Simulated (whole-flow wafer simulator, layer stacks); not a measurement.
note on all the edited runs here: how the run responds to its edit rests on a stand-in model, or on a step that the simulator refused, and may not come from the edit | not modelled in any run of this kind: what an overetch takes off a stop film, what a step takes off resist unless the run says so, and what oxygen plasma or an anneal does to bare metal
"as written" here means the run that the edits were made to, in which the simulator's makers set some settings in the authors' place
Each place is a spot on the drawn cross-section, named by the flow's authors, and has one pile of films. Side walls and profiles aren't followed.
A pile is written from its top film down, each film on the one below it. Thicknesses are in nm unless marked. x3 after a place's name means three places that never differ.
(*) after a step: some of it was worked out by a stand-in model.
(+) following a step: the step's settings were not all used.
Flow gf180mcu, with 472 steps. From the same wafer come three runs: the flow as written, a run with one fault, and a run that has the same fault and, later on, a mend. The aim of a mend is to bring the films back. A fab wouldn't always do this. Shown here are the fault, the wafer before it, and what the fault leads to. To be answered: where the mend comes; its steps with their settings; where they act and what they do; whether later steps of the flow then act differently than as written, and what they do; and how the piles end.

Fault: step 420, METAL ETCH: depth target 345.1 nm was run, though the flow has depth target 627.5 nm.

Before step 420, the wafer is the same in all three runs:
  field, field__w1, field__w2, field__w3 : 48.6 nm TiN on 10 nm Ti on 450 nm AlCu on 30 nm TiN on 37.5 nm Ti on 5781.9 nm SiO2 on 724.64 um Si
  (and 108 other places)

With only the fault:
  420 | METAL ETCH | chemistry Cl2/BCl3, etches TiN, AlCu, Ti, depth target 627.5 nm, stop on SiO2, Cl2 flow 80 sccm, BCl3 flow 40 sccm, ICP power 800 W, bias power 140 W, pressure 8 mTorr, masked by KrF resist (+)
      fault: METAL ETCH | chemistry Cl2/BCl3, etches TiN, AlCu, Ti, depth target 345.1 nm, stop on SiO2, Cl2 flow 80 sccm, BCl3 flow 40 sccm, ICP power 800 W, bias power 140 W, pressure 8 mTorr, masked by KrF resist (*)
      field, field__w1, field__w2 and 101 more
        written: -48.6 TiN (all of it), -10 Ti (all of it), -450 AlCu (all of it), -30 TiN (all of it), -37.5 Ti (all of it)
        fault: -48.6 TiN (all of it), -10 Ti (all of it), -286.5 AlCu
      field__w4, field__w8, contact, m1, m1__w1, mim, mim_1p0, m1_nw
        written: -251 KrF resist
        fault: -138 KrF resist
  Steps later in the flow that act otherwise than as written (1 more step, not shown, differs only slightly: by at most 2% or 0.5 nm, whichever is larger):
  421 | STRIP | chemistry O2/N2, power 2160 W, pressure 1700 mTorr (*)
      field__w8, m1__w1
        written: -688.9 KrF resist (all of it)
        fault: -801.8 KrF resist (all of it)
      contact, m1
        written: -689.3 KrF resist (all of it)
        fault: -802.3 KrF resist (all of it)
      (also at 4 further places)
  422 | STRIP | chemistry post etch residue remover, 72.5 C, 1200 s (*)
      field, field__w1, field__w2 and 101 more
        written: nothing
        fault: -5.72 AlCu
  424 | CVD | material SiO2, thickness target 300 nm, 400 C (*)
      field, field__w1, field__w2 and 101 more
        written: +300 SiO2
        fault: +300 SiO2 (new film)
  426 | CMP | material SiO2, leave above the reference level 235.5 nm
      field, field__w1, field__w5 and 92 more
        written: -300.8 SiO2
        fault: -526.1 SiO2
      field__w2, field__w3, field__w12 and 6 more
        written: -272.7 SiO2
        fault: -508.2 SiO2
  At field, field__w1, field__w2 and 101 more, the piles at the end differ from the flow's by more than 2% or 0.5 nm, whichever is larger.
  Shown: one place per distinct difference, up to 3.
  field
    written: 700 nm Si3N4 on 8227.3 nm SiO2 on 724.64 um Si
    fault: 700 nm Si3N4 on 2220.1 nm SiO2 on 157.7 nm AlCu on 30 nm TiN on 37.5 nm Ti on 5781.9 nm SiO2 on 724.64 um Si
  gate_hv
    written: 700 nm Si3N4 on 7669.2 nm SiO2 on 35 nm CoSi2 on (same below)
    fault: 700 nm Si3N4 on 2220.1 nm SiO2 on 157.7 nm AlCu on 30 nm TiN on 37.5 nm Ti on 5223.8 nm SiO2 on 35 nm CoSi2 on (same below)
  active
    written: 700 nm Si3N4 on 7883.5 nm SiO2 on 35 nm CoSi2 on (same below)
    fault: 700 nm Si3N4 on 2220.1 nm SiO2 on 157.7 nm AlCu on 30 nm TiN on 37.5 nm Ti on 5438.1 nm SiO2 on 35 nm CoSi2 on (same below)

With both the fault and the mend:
  After step 420 comes the mend.
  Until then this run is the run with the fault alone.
  420a | METAL ETCH | chemistry Cl2/BCl3, etches TiN, AlCu, Ti, depth target 282.4 nm, stop on SiO2, Cl2 flow 80 sccm, BCl3 flow 40 sccm, ICP power 800 W, bias power 140 W, pressure 8 mTorr, masked by KrF resist (+) (the flow's step 420 again, with other settings)
      field, field__w1, field__w2 and 101 more
        -163.5 AlCu (all of it), -30 TiN (all of it), -37.5 Ti (all of it)
      field__w4, field__w8, contact, m1, m1__w1, mim, mim_1p0, m1_nw
        -113 KrF resist
  Later steps of the flow that are run all act as written at every place that is followed.
  By the end, the piles equal the flow's at every place that both follow.
